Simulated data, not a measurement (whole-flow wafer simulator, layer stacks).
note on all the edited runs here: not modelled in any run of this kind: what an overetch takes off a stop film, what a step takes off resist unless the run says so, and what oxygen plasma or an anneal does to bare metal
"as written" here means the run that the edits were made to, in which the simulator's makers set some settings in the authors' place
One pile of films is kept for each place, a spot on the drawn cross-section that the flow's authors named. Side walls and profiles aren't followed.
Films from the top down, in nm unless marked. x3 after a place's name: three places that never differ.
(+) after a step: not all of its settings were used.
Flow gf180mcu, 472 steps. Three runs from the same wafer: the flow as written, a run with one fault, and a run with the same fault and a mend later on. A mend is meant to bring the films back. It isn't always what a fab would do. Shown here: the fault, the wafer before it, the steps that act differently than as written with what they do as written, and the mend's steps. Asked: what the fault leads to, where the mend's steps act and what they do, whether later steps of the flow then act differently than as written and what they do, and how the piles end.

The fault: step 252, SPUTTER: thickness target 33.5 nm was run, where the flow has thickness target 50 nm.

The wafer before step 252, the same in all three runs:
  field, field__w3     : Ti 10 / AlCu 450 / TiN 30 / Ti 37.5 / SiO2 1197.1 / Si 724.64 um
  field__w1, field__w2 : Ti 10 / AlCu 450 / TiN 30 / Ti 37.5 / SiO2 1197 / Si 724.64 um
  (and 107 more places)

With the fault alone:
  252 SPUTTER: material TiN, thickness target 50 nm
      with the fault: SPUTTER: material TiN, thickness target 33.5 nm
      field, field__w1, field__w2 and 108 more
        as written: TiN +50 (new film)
        with the fault: TiN +33.5 (new film)
  Later steps of the flow that act differently than as written (4 more steps differ only slightly, by at most 2% or 0.5 nm, whichever is larger, and aren't shown):
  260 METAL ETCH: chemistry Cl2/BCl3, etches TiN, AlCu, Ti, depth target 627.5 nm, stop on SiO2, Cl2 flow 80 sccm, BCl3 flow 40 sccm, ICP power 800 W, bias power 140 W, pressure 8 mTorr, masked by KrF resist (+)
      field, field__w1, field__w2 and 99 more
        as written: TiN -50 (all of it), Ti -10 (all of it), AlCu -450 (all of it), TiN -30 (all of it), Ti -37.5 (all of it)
        with the fault: TiN -33.5 (all of it), Ti -10 (all of it), AlCu -450 (all of it), TiN -30 (all of it), Ti -37.5 (all of it)
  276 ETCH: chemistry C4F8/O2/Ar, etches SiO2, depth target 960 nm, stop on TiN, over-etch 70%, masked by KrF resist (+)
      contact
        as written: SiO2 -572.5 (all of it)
        with the fault: SiO2 -589 (all of it)
  At the end the piles differ from the flow's by more than 2% or 0.5 nm, whichever is larger, at field__w8, contact, m1 and 6 more.
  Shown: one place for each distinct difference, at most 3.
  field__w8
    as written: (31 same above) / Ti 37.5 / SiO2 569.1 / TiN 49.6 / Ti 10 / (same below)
    with the fault: (31 same above) / Ti 37.5 / SiO2 585.6 / TiN 33.1 / Ti 10 / (same below)
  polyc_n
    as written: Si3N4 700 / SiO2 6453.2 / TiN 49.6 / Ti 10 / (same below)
    with the fault: Si3N4 700 / SiO2 6469.7 / TiN 33.1 / Ti 10 / (same below)
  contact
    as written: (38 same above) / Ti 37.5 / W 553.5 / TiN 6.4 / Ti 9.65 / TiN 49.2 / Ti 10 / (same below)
    with the fault: (38 same above) / Ti 37.5 / W 570.2 / TiN 6.34 / Ti 9.56 / TiN 32.7 / Ti 10 / (same below)

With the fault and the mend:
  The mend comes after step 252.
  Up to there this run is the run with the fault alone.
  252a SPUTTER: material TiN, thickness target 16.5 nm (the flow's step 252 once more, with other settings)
      field, field__w1, field__w2 and 108 more
        TiN +16.5
  No later step of the flow acts differently than as written at any place that is followed.
  At the end the piles are the same as the flow's at every place that both follow.
